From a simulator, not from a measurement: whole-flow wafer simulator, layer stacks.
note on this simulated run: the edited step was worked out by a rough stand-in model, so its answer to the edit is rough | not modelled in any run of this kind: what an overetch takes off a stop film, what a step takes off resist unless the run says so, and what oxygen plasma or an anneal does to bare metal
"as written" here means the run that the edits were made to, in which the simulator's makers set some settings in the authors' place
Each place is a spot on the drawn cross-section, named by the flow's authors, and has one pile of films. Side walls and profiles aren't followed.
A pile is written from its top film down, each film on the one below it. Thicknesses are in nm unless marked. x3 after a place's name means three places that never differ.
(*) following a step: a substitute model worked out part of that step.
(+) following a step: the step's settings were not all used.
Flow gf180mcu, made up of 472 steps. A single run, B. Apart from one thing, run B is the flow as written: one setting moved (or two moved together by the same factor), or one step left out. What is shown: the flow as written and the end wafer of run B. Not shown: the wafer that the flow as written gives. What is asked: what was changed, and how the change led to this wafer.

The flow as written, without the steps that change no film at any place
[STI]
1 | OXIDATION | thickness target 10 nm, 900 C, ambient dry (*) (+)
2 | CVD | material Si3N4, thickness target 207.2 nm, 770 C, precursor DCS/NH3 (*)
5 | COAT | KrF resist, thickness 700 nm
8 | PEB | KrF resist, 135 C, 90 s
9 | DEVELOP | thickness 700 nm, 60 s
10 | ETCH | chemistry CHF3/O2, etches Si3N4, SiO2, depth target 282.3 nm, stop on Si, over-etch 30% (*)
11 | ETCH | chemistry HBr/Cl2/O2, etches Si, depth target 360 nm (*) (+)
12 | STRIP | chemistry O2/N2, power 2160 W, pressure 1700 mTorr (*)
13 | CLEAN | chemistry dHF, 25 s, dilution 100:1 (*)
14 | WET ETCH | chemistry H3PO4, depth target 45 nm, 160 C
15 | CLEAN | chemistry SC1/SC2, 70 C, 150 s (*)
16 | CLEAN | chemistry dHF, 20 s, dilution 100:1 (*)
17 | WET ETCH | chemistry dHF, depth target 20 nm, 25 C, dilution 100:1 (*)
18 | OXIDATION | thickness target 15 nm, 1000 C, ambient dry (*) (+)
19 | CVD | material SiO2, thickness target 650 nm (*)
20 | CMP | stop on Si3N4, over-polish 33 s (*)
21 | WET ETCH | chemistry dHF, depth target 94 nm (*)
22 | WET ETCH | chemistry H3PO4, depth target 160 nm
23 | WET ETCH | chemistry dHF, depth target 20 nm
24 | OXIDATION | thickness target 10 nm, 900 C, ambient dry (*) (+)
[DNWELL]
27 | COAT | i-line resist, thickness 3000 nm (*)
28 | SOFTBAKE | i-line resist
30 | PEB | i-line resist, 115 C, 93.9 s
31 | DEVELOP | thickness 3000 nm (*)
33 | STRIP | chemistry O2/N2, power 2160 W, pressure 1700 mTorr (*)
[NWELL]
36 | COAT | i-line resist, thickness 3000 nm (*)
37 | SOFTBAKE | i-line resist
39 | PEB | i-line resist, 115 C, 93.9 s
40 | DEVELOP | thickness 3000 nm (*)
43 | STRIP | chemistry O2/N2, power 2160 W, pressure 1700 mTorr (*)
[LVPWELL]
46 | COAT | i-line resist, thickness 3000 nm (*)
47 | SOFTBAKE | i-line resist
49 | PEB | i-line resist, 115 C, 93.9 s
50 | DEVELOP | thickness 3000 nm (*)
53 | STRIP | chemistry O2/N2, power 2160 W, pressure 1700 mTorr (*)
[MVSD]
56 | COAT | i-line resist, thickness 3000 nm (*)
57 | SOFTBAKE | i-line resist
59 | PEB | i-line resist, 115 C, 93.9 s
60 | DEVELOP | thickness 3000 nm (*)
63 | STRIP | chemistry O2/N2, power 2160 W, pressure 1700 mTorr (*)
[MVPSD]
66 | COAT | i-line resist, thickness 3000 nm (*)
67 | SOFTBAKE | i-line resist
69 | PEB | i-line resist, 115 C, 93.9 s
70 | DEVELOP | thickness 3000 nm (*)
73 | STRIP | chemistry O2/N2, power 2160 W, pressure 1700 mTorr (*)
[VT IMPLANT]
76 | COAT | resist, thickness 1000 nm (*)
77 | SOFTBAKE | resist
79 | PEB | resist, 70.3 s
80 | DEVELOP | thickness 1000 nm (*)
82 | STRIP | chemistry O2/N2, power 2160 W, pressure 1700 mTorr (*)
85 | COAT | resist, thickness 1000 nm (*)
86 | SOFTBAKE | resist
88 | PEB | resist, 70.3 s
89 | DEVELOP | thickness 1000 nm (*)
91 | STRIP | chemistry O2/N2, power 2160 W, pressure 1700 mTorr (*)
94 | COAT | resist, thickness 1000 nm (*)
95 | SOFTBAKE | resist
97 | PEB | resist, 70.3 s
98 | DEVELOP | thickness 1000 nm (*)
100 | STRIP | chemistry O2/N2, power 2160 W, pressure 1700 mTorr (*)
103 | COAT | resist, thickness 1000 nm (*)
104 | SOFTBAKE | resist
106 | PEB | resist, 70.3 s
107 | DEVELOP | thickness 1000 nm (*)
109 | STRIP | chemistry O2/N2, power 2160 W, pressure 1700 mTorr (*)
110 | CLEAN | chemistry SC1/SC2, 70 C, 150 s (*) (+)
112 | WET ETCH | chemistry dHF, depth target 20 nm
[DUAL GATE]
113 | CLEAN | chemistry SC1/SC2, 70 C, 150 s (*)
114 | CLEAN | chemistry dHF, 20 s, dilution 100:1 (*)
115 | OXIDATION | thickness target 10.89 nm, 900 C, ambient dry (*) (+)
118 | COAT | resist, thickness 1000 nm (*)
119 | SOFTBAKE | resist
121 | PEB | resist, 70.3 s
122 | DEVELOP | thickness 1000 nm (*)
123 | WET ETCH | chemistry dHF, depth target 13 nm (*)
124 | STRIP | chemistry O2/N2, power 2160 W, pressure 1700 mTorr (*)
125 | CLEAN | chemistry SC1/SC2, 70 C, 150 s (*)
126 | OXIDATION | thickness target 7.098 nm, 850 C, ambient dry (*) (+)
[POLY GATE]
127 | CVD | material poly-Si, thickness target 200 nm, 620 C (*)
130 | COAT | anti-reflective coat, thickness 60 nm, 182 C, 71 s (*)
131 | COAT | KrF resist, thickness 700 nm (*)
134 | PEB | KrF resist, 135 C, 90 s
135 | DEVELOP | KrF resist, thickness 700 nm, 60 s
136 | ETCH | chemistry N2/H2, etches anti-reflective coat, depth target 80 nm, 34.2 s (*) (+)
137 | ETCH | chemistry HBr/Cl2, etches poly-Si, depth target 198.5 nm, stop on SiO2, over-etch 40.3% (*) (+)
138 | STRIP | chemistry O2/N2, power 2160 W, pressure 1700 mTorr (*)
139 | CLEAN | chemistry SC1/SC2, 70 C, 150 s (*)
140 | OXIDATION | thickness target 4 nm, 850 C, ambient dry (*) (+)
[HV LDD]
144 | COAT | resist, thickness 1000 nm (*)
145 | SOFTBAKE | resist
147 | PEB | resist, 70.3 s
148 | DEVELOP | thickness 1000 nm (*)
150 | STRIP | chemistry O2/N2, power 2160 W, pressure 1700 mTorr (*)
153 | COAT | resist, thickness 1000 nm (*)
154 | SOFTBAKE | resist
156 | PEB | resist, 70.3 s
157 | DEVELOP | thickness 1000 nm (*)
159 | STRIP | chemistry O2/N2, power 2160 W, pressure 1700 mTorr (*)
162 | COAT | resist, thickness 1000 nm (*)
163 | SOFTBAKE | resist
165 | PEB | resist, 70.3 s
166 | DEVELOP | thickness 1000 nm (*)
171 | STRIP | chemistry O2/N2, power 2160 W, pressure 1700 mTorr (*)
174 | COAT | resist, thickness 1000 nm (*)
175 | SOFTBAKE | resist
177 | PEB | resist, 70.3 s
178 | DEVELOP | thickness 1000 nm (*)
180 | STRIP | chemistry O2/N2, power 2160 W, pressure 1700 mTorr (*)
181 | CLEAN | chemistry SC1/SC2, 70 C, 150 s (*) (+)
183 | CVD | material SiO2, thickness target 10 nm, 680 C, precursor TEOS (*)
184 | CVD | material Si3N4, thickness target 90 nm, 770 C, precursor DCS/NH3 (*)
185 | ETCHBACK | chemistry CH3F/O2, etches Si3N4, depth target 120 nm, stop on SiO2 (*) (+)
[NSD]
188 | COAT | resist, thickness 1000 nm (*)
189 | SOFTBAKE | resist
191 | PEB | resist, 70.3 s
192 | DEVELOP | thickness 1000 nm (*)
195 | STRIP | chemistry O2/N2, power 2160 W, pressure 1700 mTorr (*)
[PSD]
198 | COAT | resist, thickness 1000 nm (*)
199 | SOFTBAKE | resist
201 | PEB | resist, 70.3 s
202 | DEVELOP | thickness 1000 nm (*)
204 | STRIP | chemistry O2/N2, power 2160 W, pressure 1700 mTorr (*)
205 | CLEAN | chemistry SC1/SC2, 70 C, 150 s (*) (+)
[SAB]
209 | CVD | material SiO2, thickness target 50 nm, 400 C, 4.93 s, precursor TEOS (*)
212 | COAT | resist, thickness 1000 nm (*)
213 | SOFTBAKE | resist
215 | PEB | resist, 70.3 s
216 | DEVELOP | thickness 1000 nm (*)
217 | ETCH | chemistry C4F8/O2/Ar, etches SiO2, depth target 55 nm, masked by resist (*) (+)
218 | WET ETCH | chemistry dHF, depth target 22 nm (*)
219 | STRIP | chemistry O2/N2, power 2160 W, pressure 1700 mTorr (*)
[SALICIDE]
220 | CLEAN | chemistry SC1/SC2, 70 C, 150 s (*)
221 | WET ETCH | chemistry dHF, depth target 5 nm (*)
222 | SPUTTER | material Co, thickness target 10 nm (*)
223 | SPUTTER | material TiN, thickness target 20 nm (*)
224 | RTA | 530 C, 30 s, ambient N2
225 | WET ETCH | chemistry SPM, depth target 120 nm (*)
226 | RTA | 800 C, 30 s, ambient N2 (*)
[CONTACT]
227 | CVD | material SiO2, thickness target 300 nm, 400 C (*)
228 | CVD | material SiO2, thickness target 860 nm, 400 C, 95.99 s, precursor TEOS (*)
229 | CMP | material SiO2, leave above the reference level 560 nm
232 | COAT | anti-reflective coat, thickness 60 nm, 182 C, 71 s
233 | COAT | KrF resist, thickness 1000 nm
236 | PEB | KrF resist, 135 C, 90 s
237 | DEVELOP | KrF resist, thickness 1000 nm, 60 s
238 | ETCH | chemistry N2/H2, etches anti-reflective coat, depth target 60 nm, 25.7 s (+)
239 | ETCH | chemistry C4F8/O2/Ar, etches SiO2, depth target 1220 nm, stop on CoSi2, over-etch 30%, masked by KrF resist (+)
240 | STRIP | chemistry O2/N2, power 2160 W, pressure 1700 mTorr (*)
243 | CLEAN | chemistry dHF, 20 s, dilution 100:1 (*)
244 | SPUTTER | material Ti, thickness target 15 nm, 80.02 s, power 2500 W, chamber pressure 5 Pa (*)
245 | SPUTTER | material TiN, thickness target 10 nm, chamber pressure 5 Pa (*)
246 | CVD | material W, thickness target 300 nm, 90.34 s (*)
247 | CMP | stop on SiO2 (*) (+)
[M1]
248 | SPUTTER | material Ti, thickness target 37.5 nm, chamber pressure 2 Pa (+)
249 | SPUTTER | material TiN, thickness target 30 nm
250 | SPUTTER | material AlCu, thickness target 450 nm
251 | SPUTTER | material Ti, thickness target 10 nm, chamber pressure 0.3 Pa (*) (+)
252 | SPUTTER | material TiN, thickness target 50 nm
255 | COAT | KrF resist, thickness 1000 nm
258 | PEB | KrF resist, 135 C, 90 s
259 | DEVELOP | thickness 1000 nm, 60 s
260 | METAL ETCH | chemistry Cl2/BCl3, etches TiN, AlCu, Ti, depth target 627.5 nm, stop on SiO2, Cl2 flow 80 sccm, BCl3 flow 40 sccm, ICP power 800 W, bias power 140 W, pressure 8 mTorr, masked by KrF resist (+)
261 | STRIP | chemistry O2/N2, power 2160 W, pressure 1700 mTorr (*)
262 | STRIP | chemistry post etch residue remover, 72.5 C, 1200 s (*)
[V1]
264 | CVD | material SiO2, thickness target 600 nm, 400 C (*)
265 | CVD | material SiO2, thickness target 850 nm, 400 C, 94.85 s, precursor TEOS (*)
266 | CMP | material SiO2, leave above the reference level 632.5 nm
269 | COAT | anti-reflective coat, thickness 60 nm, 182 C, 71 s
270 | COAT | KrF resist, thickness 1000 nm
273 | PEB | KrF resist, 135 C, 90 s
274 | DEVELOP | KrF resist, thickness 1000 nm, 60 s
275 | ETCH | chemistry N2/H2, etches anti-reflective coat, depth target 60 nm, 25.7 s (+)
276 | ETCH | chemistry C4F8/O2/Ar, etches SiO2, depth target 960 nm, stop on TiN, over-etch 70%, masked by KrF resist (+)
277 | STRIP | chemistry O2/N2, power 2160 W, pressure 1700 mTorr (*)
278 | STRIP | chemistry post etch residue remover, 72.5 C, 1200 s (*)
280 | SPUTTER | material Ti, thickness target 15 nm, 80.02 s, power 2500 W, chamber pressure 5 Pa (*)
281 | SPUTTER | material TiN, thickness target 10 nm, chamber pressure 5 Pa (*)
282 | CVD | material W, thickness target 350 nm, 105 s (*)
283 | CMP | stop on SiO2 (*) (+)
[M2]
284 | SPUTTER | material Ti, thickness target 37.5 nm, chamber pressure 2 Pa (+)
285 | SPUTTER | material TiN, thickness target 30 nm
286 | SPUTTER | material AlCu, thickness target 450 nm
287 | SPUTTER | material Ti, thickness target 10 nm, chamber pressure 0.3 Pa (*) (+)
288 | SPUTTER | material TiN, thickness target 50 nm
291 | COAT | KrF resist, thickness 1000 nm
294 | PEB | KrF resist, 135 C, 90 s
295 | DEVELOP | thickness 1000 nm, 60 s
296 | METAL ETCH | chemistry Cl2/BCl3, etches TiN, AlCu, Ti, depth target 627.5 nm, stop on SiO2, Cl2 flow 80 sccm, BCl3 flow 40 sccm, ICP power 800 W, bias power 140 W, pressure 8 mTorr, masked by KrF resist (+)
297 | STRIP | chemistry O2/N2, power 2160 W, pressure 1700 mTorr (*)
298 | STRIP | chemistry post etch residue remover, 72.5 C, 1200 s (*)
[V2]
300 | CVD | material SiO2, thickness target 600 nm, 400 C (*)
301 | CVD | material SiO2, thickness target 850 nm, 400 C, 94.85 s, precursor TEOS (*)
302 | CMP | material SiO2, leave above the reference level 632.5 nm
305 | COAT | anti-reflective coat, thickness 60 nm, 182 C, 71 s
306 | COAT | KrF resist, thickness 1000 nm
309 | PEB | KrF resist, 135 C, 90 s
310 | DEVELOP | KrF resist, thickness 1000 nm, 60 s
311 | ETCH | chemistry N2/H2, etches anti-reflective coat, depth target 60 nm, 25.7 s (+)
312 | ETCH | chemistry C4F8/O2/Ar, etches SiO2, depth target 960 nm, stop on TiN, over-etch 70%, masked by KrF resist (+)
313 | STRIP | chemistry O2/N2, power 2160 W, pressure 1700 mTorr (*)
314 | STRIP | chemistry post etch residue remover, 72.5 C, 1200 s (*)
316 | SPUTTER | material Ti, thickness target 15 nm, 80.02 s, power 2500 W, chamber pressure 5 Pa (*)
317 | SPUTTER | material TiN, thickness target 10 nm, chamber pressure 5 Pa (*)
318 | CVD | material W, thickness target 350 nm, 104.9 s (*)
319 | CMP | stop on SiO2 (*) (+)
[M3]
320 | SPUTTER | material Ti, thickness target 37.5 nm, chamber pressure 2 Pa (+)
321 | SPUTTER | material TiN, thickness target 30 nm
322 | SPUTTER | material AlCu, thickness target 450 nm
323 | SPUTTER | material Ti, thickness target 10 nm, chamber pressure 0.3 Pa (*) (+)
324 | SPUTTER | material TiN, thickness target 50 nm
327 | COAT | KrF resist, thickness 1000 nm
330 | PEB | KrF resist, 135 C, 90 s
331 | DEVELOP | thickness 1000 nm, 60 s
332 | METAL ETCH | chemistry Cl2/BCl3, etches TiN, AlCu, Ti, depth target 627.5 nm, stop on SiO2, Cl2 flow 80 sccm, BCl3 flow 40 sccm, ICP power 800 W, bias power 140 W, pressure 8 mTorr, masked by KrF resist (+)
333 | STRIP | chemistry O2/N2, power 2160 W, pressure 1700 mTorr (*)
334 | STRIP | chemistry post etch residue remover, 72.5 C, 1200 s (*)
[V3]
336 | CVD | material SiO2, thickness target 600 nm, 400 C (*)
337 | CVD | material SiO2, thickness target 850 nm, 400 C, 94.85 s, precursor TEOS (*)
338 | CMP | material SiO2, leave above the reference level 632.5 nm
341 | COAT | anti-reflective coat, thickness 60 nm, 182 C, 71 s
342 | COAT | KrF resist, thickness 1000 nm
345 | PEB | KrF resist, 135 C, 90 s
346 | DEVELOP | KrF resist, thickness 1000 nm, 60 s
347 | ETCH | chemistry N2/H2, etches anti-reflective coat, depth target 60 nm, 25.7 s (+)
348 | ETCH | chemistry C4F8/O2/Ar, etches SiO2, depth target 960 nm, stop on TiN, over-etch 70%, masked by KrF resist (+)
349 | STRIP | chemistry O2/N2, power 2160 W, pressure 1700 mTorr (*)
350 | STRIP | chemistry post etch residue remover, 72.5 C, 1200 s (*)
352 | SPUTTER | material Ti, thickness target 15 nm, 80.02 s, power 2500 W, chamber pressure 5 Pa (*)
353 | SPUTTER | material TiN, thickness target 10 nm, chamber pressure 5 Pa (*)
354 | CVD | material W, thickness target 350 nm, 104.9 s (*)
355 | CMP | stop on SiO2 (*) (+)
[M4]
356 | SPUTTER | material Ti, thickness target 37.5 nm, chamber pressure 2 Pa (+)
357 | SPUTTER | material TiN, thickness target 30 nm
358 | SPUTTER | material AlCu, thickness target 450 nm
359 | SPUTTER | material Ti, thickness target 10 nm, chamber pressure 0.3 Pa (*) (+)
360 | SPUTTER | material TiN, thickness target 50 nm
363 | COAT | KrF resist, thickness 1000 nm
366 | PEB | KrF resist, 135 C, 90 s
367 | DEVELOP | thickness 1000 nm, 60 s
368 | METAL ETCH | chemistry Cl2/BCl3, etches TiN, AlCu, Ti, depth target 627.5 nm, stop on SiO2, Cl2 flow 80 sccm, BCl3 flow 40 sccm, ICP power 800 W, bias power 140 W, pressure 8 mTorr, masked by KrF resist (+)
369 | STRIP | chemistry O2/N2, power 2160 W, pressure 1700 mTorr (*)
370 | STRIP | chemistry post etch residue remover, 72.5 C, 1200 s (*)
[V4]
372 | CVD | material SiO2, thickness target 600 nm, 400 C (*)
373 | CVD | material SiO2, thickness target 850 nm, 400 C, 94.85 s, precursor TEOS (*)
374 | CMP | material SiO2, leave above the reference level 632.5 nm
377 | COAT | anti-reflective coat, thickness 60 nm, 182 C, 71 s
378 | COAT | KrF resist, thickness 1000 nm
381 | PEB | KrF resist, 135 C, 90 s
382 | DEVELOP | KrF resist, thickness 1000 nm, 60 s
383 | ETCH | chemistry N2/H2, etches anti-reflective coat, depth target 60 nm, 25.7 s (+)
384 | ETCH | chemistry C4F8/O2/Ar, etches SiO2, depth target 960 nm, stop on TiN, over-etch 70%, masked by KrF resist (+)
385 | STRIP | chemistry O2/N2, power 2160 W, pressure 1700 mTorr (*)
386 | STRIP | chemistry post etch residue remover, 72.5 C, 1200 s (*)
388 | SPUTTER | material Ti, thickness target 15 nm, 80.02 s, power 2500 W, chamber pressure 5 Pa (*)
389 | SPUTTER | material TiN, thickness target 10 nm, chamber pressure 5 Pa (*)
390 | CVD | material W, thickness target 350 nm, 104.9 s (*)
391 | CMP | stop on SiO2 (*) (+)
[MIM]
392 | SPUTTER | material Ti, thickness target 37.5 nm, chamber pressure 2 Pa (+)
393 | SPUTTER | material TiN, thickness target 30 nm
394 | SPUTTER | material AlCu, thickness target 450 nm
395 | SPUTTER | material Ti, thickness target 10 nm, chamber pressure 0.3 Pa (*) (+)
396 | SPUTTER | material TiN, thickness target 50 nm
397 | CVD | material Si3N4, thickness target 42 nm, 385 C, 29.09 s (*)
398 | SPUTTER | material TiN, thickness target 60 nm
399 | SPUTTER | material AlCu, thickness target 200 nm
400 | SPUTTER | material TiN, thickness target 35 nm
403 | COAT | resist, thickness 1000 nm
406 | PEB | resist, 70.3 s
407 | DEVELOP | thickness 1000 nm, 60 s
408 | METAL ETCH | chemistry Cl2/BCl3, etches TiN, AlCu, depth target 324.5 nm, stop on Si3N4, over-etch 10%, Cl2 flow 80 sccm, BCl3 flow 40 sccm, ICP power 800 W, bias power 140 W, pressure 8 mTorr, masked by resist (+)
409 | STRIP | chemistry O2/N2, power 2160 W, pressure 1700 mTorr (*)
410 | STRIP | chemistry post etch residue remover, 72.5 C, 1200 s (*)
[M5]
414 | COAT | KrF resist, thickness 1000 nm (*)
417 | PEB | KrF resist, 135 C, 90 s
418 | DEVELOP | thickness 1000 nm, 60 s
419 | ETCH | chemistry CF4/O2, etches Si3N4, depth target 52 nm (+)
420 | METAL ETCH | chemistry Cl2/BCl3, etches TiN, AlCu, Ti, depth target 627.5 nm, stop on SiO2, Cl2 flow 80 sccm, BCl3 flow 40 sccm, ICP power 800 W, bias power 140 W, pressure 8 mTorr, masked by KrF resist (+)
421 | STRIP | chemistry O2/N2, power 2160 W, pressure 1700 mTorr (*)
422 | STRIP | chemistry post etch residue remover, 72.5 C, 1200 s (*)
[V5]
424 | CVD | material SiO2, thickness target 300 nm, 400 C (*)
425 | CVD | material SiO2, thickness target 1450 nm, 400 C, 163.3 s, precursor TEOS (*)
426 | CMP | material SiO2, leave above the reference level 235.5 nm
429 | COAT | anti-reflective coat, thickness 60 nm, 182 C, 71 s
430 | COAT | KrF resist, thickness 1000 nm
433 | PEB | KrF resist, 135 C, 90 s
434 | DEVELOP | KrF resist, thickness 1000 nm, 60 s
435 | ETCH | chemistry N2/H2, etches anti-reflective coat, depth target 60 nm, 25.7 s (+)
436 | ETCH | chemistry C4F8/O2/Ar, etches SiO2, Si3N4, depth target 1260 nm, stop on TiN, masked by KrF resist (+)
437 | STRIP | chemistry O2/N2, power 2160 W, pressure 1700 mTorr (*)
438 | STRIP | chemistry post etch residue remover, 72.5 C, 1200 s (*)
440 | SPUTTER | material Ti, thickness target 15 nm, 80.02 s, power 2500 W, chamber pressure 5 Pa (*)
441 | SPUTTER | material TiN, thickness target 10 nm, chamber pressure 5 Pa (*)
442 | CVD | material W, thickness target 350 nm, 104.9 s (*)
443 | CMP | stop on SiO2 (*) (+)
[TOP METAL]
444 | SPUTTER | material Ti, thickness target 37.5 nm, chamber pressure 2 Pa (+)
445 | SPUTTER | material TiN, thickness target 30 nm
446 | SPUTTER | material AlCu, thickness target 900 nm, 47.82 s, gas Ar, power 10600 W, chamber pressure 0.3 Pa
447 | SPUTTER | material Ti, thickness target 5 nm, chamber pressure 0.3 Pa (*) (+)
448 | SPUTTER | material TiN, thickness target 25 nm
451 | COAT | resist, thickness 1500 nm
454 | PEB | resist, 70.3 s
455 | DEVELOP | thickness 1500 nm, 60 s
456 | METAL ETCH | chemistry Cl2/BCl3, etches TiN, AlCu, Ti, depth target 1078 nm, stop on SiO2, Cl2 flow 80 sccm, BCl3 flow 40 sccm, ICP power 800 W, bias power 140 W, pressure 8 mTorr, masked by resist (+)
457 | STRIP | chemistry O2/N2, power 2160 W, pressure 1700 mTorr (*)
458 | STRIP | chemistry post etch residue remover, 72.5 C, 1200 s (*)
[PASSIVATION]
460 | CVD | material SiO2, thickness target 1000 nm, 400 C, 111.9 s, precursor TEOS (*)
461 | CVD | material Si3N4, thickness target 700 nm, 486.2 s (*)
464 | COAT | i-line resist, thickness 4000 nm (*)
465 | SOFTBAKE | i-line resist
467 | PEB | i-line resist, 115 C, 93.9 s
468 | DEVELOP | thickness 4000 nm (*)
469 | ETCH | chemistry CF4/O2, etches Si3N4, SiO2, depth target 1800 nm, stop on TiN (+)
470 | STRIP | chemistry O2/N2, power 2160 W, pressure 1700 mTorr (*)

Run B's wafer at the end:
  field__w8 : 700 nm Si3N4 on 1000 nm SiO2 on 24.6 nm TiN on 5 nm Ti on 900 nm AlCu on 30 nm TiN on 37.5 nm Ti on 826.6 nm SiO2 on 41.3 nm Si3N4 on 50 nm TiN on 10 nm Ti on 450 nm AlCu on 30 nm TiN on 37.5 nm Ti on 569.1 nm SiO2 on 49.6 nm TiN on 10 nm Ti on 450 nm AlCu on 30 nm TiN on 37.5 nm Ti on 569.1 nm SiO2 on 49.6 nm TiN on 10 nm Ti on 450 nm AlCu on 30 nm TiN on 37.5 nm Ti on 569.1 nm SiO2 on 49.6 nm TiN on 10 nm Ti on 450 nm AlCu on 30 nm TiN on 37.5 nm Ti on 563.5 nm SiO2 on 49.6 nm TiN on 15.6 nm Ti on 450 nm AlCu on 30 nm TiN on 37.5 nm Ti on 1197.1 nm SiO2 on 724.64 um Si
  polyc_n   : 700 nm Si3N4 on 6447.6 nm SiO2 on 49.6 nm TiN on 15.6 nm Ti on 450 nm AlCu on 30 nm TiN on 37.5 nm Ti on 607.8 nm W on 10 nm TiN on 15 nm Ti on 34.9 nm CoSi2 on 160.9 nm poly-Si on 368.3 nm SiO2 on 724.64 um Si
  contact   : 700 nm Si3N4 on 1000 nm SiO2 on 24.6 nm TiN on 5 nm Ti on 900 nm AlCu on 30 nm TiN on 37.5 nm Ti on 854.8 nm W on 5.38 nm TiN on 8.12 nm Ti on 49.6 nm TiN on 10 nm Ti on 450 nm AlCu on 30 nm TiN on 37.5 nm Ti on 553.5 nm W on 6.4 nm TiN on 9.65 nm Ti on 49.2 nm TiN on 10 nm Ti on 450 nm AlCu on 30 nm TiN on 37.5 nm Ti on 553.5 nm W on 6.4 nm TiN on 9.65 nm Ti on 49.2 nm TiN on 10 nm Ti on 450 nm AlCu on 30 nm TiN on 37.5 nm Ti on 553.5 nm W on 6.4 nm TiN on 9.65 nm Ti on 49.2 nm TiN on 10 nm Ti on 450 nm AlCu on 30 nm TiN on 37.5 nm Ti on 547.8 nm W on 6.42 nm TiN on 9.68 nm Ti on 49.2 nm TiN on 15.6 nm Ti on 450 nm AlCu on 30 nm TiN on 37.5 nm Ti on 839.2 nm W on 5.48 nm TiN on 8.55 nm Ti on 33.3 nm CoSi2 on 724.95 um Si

Cause: step 251, SPUTTER: thickness target 15.6 nm was run, whereas the flow has thickness target 10 nm.
One can read it off the wafer: field__w8 has Ti 15.6, and step 251 as written asks for 10 nm.

How this came from the change, step by step:
  251 | SPUTTER | material Ti, thickness target 10 nm, chamber pressure 0.3 Pa (*) (+)
      field, field__w1, field__w2 and 108 more: +15.6 Ti (new film) (in the flow as written it would be: +10 Ti (new film))
  260 | METAL ETCH | chemistry Cl2/BCl3, etches TiN, AlCu, Ti, depth target 627.5 nm, stop on SiO2, Cl2 flow 80 sccm, BCl3 flow 40 sccm, ICP power 800 W, bias power 140 W, pressure 8 mTorr, masked by KrF resist (+)
      field, field__w1, field__w2 and 99 more: -50 TiN (all of it), -15.6 Ti (all of it), -450 AlCu (all of it), -30 TiN (all of it), -37.5 Ti (all of it) (in the flow as written it would be: -50 TiN (all of it), -10 Ti (all of it), -450 AlCu (all of it), -30 TiN (all of it), -37.5 Ti (all of it))
